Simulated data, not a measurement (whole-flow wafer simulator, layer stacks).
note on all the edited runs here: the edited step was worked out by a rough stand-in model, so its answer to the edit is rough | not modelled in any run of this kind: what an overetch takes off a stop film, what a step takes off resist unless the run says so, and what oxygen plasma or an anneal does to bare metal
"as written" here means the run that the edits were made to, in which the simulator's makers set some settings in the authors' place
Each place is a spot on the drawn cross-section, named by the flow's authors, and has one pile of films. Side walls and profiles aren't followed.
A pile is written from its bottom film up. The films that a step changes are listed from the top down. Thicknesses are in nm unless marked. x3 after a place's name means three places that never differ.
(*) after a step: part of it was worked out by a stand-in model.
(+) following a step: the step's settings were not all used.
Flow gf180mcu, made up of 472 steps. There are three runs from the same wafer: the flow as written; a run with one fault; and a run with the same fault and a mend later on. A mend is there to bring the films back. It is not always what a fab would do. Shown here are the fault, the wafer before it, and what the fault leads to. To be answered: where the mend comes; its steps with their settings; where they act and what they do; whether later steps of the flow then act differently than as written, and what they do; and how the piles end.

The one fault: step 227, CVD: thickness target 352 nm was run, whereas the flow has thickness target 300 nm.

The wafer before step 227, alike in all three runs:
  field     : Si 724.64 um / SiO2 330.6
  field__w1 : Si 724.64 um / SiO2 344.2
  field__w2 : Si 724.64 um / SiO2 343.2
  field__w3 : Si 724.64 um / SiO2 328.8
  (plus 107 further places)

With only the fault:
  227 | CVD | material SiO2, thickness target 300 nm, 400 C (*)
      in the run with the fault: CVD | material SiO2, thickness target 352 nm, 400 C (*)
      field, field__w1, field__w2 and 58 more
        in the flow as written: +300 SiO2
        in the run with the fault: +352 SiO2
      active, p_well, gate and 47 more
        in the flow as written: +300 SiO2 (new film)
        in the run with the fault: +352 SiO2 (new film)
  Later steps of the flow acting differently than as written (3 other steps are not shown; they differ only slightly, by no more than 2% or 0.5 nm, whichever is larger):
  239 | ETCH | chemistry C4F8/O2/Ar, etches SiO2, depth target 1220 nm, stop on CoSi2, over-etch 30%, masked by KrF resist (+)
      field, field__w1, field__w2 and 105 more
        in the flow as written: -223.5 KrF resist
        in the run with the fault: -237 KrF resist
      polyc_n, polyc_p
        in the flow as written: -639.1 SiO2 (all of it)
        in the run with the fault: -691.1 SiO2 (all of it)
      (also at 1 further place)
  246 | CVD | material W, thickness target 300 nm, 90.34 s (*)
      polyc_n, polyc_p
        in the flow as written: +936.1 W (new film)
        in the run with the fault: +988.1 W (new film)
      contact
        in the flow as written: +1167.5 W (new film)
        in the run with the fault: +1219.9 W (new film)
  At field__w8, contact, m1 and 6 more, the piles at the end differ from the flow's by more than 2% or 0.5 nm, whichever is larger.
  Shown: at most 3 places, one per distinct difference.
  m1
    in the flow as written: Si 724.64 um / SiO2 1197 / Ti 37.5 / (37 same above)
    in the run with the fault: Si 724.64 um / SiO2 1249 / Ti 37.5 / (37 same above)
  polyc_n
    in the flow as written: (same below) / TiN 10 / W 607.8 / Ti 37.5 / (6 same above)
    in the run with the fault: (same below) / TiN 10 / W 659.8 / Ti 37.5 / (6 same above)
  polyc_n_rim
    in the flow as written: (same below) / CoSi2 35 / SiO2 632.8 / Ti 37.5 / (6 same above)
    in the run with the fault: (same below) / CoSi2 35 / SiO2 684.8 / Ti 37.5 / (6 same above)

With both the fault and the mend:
  After step 238 comes the mend.
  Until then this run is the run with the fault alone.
  239 | ETCH | chemistry C4F8/O2/Ar, etches SiO2, depth target 1272 nm, stop on CoSi2, over-etch 30%, masked by KrF resist (+) (the flow's step 239, as written with depth target 1220 nm)
      field, field__w1, field__w2 and 105 more
        -237 KrF resist
      polyc_n, polyc_p
        -691.1 SiO2 (all of it)
      contact
        -911.5 SiO2 (all of it)
  Later steps of the flow acting differently than as written (3 other steps are not shown; they differ only slightly, by no more than 2% or 0.5 nm, whichever is larger):
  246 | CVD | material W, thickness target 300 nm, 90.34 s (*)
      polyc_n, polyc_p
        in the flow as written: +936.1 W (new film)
        in the run with the mend: +988.1 W (new film)
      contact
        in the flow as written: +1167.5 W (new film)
        in the run with the mend: +1219.9 W (new film)
  At field__w8, contact, m1 and 6 more, the piles at the end differ from the flow's by more than 2% or 0.5 nm, whichever is larger.
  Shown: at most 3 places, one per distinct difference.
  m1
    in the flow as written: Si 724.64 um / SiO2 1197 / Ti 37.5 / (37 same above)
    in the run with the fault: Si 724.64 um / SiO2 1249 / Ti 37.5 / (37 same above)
    in the run with the mend: Si 724.64 um / SiO2 1249 / Ti 37.5 / (37 same above)
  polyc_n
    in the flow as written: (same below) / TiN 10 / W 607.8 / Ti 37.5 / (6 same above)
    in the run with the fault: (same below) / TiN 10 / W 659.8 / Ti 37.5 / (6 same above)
    in the run with the mend: (same below) / TiN 10 / W 659.8 / Ti 37.5 / (6 same above)
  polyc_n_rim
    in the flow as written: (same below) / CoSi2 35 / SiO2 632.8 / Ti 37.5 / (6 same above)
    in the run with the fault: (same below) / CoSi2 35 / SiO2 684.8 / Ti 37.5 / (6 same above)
    in the run with the mend: (same below) / CoSi2 35 / SiO2 684.8 / Ti 37.5 / (6 same above)
